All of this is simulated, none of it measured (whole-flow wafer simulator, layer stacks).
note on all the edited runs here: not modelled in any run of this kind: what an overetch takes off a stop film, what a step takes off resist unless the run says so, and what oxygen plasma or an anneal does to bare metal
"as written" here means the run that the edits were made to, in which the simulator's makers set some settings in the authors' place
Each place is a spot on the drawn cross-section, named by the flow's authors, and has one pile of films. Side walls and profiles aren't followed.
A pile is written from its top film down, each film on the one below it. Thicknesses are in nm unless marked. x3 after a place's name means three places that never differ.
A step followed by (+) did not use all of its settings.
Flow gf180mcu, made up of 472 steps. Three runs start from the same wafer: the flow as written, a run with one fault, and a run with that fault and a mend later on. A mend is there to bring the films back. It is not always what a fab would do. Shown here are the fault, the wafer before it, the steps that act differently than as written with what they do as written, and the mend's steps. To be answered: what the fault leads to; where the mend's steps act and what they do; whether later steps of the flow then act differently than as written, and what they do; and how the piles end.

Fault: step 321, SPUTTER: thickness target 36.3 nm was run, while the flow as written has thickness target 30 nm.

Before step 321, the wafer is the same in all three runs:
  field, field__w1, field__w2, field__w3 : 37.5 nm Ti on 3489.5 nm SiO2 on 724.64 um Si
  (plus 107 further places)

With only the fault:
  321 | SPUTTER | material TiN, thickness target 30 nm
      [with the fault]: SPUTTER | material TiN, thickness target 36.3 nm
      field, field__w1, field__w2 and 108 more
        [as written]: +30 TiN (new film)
        [with the fault]: +36.3 TiN (new film)
  Later steps of the flow acting differently than as written:
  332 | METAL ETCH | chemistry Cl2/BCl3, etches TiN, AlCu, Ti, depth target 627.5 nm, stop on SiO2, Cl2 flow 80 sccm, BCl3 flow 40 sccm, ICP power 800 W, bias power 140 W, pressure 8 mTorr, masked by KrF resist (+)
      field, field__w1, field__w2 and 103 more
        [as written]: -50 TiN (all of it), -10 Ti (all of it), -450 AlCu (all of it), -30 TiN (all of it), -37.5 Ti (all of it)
        [with the fault]: -50 TiN (all of it), -10 Ti (all of it), -450 AlCu (all of it), -36.3 TiN (all of it), -37.5 Ti (all of it)
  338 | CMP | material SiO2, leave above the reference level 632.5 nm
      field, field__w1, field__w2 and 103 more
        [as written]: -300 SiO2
        [with the fault]: -293.7 SiO2
  The piles end different from the flow's at field__w8, contact, m1, m1__w1, m1_nw by more than 2% or 0.5 nm, whichever is larger.
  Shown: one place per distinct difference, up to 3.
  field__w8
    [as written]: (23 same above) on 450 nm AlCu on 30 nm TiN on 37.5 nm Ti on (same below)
    [with the fault]: (23 same above) on 450 nm AlCu on 36.3 nm TiN on 37.5 nm Ti on (same below)
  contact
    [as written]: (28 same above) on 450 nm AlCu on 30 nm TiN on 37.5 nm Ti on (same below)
    [with the fault]: (28 same above) on 450 nm AlCu on 36.3 nm TiN on 37.5 nm Ti on (same below)

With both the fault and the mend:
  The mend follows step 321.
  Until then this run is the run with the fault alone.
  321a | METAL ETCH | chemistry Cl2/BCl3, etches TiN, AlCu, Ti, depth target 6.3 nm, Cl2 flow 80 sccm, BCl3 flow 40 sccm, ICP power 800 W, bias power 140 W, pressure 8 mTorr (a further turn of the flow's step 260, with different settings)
      field, field__w1, field__w2 and 108 more
        -6.3 TiN
  Later steps of the flow that are run all act as written at every place that is followed.
  The piles end the same as the flow's at every place that both follow.
